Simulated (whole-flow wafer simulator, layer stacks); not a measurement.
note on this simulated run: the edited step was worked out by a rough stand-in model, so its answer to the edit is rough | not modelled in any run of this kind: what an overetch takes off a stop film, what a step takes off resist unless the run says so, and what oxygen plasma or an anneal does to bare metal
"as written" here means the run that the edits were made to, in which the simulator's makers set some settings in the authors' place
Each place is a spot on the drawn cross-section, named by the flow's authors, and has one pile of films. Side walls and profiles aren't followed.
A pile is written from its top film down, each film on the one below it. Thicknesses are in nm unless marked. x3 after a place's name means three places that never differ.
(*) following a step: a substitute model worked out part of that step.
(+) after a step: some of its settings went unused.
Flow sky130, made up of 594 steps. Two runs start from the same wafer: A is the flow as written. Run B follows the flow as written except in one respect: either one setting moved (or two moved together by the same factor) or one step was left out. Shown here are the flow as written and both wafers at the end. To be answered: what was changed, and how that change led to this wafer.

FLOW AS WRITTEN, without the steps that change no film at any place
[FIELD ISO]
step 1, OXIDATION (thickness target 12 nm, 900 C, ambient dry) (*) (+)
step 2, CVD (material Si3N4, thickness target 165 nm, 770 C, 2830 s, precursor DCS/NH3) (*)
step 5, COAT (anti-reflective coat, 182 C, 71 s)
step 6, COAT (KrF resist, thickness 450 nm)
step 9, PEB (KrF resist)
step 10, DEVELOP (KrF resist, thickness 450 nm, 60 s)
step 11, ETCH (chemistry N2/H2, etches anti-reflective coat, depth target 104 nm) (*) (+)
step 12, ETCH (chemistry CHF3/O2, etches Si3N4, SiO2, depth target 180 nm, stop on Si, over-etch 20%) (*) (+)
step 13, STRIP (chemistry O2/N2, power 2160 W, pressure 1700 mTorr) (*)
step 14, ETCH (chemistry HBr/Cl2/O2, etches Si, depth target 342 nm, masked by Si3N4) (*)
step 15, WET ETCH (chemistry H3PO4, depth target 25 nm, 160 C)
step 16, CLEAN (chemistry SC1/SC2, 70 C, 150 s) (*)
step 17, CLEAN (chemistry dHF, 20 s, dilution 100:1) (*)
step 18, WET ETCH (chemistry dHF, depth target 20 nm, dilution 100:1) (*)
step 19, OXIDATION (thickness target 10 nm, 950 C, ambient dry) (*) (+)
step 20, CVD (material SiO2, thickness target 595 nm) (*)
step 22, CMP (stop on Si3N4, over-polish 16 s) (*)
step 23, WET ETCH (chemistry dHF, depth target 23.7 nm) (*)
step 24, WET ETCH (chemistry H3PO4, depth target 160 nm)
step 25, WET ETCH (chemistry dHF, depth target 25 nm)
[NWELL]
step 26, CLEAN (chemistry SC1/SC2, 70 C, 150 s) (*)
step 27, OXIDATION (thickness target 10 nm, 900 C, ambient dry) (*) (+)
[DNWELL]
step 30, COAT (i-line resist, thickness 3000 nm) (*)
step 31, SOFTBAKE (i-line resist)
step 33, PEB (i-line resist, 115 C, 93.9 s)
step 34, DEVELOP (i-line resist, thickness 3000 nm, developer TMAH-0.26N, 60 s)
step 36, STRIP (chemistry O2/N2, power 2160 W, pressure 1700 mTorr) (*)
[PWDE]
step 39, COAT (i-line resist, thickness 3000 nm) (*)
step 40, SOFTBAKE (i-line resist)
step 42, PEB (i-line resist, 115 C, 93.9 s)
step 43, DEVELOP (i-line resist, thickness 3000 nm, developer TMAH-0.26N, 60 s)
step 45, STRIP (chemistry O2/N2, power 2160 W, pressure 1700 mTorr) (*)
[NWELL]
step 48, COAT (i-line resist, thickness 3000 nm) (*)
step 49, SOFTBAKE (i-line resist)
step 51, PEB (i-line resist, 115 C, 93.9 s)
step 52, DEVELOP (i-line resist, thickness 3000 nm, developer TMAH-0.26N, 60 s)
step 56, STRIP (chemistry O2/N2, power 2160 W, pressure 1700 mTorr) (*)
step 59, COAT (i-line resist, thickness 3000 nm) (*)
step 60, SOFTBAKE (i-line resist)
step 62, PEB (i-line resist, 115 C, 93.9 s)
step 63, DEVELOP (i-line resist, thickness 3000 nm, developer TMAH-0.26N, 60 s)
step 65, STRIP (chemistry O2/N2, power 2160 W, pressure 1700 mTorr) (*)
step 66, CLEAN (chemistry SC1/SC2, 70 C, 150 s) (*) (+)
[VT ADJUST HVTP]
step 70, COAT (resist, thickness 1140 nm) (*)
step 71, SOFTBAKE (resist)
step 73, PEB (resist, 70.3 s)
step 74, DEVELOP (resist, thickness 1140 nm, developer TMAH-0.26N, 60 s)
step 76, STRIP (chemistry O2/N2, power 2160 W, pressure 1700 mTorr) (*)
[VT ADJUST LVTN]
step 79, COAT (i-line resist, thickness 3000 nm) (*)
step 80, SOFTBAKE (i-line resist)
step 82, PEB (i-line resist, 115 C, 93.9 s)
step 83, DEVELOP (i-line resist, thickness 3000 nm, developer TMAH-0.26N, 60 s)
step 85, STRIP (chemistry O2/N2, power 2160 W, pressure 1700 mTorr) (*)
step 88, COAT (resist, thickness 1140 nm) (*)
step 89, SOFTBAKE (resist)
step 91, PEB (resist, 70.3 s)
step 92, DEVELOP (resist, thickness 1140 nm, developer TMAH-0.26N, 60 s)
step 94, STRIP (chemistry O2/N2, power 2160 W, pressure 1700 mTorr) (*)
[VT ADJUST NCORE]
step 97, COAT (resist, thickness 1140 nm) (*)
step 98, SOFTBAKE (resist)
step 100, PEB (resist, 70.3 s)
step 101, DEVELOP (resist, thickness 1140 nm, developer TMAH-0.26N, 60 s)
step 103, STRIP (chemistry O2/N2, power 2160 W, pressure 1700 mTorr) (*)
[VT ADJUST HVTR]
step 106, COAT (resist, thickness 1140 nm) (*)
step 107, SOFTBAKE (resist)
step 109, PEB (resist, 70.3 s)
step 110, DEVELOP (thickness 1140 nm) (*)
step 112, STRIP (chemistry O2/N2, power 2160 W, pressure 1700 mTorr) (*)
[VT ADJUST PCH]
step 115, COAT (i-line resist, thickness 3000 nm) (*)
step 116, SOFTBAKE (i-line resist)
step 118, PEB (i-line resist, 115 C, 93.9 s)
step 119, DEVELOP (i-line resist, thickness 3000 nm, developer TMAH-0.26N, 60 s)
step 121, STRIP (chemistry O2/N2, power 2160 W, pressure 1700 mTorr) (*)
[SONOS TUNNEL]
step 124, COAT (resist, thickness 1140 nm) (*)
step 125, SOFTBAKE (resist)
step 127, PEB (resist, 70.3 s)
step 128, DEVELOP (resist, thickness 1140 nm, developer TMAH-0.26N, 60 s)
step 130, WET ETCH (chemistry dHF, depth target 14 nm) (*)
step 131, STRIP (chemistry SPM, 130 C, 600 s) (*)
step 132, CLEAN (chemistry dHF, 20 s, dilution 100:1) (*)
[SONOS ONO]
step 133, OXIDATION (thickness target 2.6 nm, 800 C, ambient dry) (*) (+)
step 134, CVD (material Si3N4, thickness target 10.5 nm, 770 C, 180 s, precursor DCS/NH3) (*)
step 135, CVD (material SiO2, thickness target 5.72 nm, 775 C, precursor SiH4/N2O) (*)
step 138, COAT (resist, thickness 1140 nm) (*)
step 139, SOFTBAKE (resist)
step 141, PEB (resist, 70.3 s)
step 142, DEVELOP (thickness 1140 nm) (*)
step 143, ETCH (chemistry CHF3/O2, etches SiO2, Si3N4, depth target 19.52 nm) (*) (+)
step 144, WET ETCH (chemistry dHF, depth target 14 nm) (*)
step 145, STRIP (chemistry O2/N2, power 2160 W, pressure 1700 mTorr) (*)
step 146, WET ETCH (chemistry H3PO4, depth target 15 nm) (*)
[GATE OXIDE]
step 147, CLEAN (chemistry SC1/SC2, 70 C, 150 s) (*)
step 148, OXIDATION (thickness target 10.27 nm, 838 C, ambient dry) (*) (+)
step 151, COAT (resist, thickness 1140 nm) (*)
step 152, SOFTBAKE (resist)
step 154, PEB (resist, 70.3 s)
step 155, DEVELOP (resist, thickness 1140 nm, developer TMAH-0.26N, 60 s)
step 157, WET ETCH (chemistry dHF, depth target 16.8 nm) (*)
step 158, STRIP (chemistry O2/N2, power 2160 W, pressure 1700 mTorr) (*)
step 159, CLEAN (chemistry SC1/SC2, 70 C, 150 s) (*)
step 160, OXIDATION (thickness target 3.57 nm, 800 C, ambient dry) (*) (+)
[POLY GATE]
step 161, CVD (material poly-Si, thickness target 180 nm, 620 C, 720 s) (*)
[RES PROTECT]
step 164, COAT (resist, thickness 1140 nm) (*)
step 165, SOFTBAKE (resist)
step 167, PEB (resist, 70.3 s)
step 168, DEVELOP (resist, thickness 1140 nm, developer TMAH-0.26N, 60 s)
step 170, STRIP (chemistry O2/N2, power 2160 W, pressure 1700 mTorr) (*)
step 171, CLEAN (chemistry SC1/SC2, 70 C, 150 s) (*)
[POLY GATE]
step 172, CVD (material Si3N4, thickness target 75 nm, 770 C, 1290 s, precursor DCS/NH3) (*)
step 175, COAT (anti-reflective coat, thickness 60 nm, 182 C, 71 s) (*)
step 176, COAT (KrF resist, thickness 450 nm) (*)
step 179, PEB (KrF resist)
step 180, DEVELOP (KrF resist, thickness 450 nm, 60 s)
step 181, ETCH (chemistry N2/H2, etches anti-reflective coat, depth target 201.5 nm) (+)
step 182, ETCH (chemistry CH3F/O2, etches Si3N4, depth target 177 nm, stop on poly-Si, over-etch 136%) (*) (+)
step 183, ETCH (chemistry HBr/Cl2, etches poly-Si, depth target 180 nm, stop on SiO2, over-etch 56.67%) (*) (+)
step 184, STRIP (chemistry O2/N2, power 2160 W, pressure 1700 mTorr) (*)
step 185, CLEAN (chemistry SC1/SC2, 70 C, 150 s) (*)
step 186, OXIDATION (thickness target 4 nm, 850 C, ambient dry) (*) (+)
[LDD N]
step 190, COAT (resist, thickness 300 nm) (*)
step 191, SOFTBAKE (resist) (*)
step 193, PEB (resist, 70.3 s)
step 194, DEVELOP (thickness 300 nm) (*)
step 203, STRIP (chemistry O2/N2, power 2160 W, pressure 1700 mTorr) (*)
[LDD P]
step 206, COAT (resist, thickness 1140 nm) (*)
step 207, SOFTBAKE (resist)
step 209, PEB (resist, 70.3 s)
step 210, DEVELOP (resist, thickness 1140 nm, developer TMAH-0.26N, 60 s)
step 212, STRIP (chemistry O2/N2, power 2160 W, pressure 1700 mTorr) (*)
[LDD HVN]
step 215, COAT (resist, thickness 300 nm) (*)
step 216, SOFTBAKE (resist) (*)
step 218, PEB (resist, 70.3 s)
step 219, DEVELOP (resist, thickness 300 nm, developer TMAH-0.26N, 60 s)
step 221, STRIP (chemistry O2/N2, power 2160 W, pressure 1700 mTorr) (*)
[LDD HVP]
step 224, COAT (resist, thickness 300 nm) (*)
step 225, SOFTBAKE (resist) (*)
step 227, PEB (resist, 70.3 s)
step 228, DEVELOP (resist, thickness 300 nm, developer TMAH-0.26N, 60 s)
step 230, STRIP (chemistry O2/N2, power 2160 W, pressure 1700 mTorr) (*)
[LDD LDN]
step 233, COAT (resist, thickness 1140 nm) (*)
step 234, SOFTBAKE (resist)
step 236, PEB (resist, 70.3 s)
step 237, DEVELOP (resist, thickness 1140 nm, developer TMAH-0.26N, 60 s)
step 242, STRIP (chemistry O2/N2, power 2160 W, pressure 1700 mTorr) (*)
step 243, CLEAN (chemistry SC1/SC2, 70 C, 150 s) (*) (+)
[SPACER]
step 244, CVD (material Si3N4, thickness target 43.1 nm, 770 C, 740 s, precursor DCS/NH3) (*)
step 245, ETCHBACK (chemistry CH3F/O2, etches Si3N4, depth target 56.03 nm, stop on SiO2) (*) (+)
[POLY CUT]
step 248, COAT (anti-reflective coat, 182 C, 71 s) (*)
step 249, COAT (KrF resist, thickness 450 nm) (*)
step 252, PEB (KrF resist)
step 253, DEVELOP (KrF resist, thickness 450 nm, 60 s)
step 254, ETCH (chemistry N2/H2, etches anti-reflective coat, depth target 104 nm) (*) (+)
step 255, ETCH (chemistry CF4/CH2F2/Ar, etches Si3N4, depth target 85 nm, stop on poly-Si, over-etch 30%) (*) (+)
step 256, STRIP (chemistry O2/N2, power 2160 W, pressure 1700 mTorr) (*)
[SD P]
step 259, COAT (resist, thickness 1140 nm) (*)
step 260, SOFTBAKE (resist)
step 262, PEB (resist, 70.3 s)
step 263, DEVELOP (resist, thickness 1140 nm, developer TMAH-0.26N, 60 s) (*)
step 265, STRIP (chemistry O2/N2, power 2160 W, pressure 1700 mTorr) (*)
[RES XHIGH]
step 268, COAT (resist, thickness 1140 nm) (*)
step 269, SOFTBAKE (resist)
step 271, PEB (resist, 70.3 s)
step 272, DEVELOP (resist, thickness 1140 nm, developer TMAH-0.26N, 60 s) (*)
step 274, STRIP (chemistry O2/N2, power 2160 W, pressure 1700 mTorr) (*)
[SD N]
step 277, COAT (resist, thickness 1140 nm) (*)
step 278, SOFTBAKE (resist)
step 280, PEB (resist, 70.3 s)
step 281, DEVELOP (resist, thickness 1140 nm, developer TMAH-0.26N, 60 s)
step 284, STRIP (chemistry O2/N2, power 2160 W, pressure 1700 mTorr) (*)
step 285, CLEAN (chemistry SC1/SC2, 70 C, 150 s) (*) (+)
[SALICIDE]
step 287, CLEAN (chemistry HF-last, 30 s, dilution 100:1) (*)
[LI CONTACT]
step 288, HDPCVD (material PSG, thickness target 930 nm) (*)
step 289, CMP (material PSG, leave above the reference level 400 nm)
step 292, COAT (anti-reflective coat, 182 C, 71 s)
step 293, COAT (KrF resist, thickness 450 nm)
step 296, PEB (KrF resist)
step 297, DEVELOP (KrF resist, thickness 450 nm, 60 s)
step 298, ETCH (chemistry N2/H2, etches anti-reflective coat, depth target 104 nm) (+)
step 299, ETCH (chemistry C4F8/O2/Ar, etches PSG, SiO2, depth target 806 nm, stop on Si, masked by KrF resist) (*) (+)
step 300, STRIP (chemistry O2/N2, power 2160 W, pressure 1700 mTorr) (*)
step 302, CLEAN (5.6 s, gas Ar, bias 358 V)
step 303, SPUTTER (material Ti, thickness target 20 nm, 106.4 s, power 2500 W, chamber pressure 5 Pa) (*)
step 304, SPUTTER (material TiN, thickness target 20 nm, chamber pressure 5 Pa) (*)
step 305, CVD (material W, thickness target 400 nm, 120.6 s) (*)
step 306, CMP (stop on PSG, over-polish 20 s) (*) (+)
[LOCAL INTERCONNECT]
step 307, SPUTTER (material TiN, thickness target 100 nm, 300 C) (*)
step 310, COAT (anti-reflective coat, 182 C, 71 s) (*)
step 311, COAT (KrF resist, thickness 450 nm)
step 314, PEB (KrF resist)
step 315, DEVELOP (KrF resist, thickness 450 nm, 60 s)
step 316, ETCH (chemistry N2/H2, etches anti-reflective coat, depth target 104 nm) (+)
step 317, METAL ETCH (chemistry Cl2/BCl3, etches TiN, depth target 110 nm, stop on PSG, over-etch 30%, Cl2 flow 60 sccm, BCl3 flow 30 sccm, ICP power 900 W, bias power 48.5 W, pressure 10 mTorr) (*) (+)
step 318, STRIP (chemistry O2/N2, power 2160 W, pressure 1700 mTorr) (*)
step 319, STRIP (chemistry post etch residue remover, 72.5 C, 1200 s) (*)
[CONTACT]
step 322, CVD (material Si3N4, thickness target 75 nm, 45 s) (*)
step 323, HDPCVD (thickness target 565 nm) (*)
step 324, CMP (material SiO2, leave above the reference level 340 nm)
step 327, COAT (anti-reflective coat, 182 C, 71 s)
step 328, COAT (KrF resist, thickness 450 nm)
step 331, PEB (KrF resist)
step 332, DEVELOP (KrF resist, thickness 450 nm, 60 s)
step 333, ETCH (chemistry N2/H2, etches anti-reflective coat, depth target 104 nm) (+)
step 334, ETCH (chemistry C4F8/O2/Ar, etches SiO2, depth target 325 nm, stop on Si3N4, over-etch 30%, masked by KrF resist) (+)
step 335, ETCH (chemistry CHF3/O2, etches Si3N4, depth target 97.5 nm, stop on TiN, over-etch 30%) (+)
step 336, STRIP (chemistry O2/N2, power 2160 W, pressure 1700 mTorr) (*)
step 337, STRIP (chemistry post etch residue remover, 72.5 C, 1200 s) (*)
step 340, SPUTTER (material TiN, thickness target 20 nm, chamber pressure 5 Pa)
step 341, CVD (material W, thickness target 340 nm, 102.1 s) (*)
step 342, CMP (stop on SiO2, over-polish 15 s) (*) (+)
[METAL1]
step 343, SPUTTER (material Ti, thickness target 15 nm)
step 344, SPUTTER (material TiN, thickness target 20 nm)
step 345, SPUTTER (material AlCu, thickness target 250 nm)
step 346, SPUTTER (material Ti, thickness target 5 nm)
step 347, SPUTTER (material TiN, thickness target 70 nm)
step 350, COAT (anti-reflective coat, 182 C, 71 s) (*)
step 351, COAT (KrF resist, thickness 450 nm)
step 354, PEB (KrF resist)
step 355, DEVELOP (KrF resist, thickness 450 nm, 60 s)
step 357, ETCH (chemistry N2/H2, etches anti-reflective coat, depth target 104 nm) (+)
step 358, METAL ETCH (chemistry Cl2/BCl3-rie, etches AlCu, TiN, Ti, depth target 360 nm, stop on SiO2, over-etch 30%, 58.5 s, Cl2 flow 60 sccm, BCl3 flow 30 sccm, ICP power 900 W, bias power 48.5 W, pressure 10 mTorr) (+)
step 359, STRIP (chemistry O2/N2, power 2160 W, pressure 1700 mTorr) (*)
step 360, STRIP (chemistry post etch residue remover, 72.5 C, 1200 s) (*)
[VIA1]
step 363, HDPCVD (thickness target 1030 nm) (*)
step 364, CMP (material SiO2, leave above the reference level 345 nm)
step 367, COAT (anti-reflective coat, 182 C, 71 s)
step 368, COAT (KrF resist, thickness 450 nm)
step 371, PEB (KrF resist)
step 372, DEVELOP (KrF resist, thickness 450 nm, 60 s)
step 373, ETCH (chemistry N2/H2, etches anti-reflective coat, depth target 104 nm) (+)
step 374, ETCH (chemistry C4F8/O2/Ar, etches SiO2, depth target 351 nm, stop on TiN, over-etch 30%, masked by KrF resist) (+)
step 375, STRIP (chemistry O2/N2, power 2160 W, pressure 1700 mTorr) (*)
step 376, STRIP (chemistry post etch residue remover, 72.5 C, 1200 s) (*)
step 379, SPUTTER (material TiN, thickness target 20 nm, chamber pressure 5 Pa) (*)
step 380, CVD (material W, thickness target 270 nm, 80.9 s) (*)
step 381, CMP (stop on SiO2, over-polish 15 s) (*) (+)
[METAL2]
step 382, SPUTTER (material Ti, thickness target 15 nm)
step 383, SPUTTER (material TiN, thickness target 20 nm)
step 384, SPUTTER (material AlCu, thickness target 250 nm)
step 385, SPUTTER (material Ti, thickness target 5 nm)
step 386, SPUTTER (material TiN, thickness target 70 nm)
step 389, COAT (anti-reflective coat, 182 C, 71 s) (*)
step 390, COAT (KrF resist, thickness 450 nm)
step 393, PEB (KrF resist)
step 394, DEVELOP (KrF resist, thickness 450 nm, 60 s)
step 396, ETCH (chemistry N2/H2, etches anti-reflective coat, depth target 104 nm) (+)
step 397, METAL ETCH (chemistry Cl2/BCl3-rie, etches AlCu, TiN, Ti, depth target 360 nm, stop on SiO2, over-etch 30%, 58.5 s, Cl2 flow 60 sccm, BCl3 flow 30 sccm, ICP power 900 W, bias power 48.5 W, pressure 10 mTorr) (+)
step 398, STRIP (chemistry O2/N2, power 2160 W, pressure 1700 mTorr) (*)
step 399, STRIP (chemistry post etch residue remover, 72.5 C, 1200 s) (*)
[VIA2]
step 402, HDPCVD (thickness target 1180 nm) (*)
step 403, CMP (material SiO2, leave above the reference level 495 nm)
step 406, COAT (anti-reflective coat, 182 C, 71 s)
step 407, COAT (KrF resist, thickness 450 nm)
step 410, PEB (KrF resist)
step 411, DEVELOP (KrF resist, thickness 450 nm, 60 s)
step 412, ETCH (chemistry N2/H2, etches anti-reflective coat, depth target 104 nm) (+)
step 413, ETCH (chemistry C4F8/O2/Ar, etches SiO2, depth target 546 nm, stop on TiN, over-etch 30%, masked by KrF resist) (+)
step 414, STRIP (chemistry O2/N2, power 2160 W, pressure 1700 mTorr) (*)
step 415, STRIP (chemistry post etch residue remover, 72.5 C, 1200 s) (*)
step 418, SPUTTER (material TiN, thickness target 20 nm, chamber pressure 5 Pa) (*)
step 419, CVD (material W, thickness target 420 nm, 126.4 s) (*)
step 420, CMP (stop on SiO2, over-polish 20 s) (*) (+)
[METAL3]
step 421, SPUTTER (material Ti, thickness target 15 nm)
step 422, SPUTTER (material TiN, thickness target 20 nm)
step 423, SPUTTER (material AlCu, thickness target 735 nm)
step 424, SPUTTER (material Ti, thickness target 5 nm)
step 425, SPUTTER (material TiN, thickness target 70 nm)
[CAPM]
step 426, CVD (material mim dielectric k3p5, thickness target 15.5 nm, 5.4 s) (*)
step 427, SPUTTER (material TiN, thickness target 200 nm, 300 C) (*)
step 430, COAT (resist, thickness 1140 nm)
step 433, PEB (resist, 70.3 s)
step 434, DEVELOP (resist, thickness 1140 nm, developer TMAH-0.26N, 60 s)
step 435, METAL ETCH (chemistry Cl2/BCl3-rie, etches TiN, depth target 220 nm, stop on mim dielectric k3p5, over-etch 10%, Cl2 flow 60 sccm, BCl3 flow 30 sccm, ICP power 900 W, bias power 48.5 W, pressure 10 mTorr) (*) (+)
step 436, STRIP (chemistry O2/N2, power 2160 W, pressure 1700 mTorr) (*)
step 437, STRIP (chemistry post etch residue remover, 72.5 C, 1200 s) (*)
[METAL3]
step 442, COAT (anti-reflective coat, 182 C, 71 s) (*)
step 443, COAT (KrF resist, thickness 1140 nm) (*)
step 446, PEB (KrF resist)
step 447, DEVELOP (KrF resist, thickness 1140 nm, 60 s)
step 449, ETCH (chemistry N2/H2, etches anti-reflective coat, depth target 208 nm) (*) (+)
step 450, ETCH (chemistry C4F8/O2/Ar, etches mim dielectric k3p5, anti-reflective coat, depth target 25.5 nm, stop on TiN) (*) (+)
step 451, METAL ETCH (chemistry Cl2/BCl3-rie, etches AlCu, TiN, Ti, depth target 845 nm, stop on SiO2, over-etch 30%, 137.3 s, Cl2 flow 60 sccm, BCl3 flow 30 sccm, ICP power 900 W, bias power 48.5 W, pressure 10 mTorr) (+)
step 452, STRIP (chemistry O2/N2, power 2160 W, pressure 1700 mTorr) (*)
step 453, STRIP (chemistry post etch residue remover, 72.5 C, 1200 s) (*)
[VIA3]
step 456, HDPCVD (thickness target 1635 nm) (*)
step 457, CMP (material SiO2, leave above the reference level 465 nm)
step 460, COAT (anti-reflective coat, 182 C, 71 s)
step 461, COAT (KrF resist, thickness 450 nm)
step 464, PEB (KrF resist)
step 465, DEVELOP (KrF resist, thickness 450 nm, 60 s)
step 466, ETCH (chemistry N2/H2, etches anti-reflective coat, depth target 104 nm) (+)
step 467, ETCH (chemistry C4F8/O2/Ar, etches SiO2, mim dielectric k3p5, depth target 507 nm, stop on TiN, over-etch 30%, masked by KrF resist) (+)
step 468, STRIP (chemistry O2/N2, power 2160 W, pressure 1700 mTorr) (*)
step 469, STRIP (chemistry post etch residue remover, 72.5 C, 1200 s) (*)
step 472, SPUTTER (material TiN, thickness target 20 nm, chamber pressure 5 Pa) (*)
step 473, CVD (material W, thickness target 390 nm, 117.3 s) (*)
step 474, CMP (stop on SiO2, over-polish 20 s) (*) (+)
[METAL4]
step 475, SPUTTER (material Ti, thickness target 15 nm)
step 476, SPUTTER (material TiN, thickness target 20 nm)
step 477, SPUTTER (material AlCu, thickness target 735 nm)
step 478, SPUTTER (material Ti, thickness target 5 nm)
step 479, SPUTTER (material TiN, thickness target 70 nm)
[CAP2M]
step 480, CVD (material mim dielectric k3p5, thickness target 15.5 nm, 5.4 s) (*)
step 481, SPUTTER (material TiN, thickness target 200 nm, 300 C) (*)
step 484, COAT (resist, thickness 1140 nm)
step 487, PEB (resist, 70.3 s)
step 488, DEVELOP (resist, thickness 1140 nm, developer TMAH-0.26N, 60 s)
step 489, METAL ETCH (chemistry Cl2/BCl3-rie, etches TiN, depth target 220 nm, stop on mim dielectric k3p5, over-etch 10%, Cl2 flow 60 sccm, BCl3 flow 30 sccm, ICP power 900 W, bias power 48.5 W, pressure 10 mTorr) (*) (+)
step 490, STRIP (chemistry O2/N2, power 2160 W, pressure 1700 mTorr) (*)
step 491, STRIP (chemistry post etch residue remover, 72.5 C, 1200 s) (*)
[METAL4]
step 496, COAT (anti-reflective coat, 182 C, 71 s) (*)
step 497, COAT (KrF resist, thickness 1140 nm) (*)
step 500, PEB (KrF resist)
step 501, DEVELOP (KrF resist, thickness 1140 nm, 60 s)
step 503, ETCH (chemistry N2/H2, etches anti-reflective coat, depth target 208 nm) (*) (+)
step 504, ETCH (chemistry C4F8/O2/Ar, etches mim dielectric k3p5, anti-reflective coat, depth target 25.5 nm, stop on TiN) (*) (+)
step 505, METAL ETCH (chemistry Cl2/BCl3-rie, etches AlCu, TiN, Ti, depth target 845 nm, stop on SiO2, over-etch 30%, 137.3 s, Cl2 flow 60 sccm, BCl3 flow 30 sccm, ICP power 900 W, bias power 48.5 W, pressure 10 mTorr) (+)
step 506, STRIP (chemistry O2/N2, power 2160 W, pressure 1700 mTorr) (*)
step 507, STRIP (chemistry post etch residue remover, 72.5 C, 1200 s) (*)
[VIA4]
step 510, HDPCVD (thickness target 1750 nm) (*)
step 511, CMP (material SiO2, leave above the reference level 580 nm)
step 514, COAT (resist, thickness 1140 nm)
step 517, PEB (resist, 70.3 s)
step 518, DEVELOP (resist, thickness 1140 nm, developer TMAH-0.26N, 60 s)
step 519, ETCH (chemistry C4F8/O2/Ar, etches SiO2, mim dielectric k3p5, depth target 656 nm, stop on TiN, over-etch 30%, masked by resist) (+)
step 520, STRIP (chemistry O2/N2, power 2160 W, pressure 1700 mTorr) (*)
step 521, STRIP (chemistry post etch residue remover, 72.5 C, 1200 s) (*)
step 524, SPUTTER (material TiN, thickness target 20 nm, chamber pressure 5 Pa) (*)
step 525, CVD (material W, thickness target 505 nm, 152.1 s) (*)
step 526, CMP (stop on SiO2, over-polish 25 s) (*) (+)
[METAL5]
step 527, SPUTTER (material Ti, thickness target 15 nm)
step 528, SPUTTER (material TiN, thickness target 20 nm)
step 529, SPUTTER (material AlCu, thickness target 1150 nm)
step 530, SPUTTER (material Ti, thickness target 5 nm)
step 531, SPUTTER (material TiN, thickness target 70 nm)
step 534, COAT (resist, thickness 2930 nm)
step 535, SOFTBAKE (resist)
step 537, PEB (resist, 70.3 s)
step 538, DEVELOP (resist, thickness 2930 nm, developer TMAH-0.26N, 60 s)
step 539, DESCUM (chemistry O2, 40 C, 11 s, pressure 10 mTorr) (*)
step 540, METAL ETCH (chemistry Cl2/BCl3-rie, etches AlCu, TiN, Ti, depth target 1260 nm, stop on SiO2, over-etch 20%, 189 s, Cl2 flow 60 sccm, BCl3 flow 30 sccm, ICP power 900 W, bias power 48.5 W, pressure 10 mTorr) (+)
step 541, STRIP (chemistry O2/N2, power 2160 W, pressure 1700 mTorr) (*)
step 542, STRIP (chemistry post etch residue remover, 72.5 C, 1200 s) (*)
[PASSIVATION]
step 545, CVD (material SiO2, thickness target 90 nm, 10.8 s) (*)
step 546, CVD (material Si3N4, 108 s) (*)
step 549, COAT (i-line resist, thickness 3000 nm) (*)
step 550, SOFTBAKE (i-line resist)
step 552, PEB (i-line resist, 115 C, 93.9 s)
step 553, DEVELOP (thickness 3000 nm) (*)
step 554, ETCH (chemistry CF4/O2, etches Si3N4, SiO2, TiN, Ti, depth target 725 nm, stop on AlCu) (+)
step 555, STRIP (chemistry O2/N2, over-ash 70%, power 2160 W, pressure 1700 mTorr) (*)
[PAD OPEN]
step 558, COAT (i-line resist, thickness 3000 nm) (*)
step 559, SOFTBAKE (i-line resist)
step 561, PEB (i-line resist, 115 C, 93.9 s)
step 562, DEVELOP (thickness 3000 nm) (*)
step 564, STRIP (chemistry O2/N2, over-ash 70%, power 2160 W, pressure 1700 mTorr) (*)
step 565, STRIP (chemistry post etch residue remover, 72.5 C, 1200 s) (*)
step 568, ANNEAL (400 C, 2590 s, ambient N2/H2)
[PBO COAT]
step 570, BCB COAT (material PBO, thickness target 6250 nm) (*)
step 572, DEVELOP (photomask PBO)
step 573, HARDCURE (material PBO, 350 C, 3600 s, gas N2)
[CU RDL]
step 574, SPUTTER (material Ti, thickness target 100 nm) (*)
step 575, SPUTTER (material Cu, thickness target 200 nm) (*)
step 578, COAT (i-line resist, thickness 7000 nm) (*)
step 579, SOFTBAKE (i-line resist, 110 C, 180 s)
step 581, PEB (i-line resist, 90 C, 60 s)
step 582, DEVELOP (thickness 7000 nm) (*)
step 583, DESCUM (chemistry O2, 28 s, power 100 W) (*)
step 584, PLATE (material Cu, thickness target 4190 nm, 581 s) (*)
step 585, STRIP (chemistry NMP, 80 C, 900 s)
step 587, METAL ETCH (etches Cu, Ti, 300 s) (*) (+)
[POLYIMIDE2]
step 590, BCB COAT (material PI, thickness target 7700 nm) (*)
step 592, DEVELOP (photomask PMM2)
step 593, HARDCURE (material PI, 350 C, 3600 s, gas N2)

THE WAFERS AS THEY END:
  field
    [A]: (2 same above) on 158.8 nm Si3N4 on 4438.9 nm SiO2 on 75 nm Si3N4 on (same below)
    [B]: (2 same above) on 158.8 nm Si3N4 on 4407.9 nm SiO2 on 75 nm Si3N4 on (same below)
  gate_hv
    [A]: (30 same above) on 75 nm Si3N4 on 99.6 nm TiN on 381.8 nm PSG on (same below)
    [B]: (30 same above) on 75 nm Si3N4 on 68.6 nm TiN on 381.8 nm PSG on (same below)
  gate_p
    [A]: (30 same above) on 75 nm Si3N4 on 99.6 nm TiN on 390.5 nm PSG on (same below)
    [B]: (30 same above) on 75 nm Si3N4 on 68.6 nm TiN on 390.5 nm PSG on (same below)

The reason: step 307, SPUTTER: thickness target 69 nm was run, while the flow as written has thickness target 100 nm.

How this came from the change, step by step:
  step 307, SPUTTER (material TiN, thickness target 100 nm, 300 C) (*)
      field, active, n_well and 188 more: A +100 TiN (new film) | B +69 TiN (new film)
  step 317, METAL ETCH (chemistry Cl2/BCl3, etches TiN, depth target 110 nm, stop on PSG, over-etch 30%, Cl2 flow 60 sccm, BCl3 flow 30 sccm, ICP power 900 W, bias power 48.5 W, pressure 10 mTorr) (*) (+)
      n_well, p_well, gate_hv and 97 more: A -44 KrF resist | B -35.2 KrF resist
      field, active, gate and 88 more: A -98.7 TiN (all of it) | B -67.7 TiN (all of it)
  step 318, STRIP (chemistry O2/N2, power 2160 W, pressure 1700 mTorr) (*)
      n_well, p_well, gate_hv and 92 more: A -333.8 KrF resist (all of it), -80 anti-reflective coat (all of it) | B -342.6 KrF resist (all of it), -80 anti-reflective coat (all of it)
      poly_licon, ndiff_licon, ndiff_licon_cpp, rpo_hd_licon: A -333.9 KrF resist (all of it), -80.5 anti-reflective coat (all of it) | B -342.7 KrF resist (all of it), -80.5 anti-reflective coat (all of it)
      (and at 1 other place as well)
  step 324, CMP (material SiO2, leave above the reference level 340 nm)
      field, active, gate and 88 more: A -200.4 SiO2 | B -231.4 SiO2
